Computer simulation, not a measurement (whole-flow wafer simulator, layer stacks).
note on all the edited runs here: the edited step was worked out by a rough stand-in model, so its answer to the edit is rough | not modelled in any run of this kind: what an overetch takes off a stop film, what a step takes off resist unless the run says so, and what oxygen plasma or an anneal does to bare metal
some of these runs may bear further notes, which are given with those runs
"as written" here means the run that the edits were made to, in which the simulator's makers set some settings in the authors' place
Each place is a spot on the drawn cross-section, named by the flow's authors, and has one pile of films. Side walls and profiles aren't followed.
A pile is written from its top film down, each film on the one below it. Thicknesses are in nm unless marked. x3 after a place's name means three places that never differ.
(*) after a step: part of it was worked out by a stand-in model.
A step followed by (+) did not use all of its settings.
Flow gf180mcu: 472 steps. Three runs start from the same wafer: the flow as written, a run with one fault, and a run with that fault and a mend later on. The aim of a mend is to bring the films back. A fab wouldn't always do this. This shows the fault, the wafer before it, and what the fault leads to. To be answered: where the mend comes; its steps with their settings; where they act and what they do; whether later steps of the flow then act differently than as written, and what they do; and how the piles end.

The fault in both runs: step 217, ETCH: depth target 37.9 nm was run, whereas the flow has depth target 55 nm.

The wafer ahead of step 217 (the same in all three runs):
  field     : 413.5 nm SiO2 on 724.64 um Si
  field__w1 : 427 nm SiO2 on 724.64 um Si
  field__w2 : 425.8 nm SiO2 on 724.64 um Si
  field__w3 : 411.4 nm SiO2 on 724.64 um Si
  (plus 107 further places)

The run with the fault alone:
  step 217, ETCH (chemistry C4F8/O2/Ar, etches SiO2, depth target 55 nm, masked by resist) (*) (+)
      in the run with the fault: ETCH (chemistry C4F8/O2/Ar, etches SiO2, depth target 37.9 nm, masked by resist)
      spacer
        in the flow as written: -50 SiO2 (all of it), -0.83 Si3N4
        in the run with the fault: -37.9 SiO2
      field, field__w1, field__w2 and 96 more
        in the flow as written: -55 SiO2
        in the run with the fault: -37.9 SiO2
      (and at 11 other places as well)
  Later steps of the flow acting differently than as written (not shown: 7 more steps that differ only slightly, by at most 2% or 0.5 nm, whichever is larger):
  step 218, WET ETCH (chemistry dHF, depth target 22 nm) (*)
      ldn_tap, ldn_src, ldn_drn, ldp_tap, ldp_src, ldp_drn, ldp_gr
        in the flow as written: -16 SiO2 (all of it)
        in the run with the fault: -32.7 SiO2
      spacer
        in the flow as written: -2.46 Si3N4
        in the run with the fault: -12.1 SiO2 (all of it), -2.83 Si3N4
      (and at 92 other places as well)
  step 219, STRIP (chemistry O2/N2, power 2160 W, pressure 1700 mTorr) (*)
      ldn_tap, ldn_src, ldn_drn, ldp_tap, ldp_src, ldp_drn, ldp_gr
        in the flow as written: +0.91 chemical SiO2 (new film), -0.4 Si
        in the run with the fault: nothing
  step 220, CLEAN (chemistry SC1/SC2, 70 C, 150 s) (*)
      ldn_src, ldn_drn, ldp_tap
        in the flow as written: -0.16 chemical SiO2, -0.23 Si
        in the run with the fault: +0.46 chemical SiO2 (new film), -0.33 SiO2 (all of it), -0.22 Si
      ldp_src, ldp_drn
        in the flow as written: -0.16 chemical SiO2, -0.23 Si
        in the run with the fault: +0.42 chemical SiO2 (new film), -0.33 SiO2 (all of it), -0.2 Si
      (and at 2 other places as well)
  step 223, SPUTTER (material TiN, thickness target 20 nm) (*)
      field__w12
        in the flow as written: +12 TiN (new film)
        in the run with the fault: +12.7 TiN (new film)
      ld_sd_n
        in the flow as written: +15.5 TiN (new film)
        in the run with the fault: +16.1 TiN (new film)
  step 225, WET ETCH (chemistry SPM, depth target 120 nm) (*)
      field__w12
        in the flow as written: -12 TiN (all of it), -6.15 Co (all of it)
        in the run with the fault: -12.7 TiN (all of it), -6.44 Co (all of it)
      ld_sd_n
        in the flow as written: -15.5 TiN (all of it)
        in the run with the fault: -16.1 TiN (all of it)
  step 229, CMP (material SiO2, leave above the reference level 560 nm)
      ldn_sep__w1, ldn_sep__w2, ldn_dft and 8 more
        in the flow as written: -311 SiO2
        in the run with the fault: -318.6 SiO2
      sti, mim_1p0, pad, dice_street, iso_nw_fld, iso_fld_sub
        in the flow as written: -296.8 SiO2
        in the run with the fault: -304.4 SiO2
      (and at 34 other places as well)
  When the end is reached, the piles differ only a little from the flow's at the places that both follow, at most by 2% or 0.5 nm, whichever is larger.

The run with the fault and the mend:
  The mend follows step 217.
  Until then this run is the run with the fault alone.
  step 217a, ETCH (chemistry C4F8/O2/Ar, etches SiO2, depth target 17.1 nm, masked by resist) (*) (+) (a further turn of the flow's step 217, with different settings)
      field, field__w1, field__w2 and 96 more
        -17.1 SiO2
      field__w5, field__w9, field__w13 and 8 more
        -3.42 resist
      spacer
        -12.1 SiO2 (all of it), -0.83 Si3N4
  Later steps of the flow that are run all act as written at every place that is followed, up to a difference of at most 2% or 0.5 nm, whichever is larger.
  When the end is reached, the piles differ only a little from the flow's at the places that both follow, at most by 2% or 0.5 nm, whichever is larger.
